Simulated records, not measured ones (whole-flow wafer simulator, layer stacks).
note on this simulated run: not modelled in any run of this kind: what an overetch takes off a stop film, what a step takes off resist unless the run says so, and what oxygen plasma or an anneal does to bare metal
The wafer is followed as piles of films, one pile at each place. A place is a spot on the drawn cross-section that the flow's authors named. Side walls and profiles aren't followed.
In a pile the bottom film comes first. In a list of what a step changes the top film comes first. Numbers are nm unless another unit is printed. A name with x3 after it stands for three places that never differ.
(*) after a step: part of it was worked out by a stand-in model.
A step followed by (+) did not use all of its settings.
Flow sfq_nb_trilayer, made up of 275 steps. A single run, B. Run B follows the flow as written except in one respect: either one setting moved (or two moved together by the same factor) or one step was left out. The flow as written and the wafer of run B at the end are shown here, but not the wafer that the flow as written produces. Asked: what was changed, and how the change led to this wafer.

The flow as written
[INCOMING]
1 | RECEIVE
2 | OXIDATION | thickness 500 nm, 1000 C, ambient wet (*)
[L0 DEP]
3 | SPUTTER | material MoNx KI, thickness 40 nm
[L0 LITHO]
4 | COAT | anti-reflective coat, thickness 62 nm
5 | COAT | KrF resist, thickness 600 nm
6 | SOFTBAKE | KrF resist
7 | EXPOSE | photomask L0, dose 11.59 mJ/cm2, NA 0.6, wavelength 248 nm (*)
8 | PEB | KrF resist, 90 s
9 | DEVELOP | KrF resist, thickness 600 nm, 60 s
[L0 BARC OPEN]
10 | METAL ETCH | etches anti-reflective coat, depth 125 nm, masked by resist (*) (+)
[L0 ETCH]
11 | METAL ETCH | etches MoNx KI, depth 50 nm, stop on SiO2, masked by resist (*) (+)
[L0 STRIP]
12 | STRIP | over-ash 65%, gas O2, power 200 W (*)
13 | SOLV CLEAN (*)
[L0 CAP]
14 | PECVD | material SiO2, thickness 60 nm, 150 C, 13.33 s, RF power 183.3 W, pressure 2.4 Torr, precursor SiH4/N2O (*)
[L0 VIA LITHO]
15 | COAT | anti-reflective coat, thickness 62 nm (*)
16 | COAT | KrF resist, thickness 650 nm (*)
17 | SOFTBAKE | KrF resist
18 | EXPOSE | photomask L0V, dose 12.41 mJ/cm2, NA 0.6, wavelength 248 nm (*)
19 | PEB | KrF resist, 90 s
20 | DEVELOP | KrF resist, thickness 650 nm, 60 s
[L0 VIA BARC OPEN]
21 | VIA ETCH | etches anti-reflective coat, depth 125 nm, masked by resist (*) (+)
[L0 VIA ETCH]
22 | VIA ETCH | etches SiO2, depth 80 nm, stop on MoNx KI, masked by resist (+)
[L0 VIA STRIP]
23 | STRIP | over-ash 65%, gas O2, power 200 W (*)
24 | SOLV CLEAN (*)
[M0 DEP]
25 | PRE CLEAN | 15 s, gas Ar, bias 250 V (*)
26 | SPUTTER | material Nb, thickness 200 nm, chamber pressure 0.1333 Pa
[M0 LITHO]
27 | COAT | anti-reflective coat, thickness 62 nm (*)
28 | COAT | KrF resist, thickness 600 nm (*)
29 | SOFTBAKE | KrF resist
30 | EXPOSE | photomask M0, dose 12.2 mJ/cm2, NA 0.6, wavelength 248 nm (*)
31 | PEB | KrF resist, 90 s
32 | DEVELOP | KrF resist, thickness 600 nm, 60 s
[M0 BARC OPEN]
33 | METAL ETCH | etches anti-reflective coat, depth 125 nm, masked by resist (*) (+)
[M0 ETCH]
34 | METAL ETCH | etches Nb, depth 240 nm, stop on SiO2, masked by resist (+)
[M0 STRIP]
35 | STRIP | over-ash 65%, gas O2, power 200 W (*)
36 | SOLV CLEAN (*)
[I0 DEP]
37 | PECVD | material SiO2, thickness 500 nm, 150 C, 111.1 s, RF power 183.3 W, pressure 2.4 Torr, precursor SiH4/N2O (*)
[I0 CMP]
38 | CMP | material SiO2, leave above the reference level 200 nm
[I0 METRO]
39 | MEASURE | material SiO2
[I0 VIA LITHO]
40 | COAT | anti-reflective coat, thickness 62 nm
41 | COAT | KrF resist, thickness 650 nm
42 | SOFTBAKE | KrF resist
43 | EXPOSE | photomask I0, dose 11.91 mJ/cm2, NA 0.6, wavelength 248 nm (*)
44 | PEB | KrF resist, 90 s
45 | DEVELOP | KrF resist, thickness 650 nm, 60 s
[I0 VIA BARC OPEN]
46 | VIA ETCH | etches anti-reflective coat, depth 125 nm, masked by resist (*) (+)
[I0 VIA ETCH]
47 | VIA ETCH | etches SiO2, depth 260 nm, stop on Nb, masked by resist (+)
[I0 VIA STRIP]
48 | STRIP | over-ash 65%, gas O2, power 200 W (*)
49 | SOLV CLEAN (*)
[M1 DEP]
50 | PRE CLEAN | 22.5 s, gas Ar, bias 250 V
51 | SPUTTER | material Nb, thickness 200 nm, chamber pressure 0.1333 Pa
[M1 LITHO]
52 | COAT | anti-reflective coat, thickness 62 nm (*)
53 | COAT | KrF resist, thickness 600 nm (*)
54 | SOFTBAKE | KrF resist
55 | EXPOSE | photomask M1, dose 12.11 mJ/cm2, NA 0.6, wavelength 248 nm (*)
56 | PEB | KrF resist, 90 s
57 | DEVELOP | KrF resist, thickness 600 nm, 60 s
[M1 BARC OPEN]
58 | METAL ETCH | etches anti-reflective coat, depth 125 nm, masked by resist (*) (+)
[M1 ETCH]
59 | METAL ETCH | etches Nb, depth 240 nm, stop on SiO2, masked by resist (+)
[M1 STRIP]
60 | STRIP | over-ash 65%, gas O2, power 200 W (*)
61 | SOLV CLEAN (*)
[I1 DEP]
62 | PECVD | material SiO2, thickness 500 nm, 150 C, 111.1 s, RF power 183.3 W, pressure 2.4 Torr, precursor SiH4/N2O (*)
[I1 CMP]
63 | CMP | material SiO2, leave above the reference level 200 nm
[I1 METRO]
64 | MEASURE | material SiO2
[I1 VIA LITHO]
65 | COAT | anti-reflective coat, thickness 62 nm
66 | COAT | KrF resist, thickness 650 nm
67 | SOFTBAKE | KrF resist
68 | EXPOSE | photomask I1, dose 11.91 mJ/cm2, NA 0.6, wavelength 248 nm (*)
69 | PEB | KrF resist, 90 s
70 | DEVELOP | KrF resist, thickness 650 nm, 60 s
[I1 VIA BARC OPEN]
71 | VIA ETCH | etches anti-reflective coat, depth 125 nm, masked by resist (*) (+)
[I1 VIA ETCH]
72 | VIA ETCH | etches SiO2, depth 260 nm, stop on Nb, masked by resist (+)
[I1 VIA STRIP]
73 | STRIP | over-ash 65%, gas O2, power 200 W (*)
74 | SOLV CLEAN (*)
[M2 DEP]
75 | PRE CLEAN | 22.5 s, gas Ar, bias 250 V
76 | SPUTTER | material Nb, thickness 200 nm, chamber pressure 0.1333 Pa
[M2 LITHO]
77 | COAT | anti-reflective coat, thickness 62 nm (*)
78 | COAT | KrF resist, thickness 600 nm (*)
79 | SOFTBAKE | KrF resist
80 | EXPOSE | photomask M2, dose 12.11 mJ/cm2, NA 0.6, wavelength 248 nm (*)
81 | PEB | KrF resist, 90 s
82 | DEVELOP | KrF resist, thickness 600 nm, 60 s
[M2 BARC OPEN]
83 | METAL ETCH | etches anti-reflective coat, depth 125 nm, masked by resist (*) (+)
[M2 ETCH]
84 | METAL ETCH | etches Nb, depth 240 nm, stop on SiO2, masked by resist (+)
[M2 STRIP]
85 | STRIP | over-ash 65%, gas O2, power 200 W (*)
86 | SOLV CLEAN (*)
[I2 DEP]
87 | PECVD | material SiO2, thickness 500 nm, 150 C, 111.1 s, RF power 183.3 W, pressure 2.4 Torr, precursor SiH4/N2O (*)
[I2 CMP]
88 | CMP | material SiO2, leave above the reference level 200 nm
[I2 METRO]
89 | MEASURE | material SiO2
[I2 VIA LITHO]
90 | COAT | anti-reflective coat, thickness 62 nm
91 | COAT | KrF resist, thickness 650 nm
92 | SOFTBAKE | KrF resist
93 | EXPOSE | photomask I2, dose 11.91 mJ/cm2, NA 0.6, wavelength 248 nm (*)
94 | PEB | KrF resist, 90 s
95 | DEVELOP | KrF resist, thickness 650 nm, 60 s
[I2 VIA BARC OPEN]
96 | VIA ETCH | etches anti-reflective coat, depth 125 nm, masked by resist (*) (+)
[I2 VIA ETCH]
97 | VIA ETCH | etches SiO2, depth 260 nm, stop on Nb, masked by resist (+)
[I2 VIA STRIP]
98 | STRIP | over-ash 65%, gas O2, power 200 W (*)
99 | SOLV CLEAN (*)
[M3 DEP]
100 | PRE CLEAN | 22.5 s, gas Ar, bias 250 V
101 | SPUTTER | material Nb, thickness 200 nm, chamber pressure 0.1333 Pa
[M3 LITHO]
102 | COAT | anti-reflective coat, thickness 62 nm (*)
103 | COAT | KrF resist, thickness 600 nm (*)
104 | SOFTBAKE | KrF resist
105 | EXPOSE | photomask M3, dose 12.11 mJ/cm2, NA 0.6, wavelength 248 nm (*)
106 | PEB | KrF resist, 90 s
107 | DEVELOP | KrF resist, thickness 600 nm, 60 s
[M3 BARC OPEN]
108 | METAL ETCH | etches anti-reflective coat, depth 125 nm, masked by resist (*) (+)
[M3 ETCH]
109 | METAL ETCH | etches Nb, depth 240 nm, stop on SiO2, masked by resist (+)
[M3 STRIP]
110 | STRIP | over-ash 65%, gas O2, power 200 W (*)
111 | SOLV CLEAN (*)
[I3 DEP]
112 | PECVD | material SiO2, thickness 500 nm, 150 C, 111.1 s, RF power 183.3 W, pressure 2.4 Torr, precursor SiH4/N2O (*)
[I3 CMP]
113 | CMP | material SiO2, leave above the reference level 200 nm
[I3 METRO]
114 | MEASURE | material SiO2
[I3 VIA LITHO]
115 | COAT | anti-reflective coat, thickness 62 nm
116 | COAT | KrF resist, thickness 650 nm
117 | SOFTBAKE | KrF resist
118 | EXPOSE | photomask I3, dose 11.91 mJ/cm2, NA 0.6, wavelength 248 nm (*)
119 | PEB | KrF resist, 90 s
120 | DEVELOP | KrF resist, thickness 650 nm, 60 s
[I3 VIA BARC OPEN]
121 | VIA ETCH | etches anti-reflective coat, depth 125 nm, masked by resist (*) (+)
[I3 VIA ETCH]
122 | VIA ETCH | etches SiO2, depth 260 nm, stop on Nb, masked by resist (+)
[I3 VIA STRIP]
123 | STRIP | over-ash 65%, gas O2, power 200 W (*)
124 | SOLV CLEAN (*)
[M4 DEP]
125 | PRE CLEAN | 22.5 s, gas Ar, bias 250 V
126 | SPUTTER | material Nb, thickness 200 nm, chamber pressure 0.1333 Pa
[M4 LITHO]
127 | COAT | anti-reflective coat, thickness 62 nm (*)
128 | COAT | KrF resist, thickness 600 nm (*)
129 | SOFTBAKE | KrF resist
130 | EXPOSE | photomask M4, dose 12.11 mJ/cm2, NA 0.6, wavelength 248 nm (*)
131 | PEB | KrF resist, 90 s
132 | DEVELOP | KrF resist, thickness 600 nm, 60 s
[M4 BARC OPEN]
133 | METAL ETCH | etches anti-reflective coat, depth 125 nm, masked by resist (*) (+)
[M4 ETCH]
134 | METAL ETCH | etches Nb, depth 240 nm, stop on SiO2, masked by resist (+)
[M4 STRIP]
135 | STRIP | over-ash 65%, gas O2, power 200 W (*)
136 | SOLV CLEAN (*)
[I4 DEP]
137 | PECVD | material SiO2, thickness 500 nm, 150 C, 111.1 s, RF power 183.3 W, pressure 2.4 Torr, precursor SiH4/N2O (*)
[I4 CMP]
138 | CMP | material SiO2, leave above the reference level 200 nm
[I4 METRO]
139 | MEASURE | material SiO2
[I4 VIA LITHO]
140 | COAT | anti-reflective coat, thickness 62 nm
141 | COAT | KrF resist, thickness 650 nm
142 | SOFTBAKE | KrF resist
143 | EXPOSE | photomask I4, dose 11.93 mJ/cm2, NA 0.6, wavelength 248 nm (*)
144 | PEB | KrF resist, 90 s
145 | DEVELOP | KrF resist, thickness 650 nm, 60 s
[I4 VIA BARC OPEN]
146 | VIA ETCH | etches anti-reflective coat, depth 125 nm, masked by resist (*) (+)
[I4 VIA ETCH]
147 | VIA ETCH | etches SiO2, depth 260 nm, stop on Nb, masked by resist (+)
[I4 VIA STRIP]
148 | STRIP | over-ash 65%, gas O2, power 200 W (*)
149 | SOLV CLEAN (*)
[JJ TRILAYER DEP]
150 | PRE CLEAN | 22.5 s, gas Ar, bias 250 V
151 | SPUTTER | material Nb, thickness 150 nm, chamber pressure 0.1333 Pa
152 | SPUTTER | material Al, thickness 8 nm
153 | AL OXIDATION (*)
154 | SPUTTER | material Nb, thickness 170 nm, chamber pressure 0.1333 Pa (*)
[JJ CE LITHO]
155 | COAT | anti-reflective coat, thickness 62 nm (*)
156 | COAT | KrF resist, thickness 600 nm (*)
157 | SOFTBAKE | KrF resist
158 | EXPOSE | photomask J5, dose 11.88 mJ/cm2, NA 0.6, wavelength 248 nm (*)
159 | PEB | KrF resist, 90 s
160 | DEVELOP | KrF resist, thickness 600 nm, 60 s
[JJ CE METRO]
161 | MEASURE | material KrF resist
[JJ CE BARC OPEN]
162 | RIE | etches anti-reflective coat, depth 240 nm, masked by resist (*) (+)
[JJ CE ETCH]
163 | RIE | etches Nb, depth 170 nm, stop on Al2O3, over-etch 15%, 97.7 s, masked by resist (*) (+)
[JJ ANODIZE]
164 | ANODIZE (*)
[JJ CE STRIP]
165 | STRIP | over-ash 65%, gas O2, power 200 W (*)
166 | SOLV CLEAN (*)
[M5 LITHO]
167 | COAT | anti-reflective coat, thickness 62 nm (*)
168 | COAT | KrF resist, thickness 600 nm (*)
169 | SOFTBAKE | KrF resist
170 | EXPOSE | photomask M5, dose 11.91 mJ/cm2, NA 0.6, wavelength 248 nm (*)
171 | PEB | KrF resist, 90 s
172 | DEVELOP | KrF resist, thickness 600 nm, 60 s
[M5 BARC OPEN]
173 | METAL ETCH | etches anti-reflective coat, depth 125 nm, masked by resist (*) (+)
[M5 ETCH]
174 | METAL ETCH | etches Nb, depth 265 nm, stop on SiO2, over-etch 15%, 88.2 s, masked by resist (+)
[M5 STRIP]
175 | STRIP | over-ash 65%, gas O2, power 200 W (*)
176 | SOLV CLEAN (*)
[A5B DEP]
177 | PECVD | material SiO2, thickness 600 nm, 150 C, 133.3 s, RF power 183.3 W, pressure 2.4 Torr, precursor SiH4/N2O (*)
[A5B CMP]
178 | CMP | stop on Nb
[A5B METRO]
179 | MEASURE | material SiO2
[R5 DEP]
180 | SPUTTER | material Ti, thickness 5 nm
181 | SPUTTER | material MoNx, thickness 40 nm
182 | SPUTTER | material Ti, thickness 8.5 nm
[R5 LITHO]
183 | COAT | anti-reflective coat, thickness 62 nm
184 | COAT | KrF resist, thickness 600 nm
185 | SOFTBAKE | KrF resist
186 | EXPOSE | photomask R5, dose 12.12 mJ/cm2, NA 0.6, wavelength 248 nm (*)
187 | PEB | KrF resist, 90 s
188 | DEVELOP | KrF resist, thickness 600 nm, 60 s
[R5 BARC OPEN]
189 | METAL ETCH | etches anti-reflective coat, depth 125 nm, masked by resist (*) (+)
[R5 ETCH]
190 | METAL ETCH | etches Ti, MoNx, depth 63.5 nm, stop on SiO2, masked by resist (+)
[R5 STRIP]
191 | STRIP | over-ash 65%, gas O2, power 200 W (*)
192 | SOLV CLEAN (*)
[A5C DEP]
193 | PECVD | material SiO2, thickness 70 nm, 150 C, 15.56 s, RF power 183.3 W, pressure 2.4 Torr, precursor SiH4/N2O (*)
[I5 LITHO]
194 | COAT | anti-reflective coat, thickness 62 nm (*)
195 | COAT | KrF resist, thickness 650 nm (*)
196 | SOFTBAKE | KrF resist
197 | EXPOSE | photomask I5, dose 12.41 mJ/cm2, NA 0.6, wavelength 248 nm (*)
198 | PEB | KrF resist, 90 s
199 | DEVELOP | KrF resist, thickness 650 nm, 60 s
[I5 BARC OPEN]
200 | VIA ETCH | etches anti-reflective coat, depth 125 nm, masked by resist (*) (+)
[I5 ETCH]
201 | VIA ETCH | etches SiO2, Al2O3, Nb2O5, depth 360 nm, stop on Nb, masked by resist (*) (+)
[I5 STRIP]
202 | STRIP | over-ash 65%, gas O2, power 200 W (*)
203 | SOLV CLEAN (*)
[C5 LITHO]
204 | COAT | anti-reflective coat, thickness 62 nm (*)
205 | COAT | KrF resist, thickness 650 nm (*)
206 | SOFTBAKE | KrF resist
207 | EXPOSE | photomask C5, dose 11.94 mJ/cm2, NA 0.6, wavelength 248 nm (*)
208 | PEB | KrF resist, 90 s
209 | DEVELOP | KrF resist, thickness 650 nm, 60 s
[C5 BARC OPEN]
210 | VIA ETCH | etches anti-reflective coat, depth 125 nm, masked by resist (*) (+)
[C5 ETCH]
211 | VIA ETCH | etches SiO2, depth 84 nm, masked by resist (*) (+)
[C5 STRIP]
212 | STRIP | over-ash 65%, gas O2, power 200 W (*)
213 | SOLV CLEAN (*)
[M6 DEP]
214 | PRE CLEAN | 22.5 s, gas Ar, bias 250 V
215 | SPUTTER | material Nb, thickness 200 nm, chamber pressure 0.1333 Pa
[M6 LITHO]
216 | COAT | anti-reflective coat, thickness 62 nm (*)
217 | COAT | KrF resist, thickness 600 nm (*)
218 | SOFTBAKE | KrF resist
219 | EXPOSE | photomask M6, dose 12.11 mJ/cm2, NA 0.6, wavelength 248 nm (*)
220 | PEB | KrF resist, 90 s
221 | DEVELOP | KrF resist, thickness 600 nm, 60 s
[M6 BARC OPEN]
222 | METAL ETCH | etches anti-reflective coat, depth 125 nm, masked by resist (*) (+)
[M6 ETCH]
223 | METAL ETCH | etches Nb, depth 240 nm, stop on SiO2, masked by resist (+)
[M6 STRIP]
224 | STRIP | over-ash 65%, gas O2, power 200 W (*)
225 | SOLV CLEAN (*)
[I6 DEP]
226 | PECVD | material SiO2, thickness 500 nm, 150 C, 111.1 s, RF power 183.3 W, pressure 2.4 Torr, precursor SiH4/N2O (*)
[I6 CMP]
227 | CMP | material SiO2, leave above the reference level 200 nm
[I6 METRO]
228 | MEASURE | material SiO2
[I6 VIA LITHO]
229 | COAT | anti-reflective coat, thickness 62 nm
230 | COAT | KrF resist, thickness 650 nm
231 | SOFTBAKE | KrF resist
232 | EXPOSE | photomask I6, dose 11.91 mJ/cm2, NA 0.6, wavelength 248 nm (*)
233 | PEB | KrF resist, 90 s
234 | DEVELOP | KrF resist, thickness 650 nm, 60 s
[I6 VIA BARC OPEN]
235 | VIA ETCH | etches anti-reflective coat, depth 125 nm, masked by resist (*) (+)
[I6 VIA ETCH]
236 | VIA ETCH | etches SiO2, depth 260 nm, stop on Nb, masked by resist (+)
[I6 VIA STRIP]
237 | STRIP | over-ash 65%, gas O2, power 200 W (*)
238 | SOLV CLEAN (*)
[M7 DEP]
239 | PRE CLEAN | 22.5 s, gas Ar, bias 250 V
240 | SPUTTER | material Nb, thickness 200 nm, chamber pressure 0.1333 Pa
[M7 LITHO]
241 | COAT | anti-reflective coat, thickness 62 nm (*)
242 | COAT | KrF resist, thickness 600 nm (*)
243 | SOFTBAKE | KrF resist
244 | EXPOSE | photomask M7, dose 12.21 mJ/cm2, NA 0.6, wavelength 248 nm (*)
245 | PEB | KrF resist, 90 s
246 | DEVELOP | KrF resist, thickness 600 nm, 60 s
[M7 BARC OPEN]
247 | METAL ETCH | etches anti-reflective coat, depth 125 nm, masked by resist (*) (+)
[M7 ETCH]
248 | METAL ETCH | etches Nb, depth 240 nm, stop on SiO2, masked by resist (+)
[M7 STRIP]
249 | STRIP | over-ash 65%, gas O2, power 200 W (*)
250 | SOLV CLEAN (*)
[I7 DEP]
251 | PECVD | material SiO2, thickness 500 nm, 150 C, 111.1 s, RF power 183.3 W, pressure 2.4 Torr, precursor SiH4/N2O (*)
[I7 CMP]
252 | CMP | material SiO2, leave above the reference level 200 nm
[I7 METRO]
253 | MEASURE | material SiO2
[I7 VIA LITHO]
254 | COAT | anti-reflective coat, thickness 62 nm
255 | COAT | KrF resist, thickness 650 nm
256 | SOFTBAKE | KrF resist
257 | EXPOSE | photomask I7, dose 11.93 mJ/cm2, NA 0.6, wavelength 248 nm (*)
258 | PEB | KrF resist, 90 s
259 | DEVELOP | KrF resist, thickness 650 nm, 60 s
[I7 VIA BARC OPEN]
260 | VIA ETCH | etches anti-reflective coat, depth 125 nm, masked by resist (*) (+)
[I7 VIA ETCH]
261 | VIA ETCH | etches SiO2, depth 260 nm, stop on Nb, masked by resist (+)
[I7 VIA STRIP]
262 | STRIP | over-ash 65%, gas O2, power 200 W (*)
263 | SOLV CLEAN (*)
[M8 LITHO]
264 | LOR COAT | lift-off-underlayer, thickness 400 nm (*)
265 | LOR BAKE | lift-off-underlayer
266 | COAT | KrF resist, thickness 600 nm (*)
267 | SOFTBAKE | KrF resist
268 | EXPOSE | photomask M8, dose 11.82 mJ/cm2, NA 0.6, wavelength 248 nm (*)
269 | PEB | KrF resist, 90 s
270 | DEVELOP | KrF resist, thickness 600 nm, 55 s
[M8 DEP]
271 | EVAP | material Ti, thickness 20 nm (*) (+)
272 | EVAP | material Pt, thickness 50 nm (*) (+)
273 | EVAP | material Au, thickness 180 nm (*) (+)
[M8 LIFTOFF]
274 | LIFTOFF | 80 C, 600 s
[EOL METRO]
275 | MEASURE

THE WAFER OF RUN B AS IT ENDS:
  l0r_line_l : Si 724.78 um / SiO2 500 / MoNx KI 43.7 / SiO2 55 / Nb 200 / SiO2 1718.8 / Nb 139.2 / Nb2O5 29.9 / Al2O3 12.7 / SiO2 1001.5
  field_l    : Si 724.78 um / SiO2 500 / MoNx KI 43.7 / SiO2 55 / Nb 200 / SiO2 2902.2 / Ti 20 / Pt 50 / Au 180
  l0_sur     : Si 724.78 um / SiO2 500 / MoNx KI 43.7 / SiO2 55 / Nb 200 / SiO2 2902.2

What caused this: step 3, SPUTTER: thickness 43.7 nm was run, whereas the flow has thickness 40 nm.
One can read it off the wafer: l0r_line_l has MoNx KI 43.7, and step 3 as written asks for 40 nm.

The path from the change to this, step by step:
  3 | SPUTTER | material MoNx KI, thickness 40 nm
      field_l, v_sur, via_wl and 103 more: +43.7 MoNx KI (new film) (as written it would have been: +40 MoNx KI (new film))
  11 | METAL ETCH | etches MoNx KI, depth 50 nm, stop on SiO2, masked by resist (*) (+)
      v_sur, via_wl, via_w and 97 more: -43.7 MoNx KI (all of it) (as written it would have been: -40 MoNx KI (all of it))
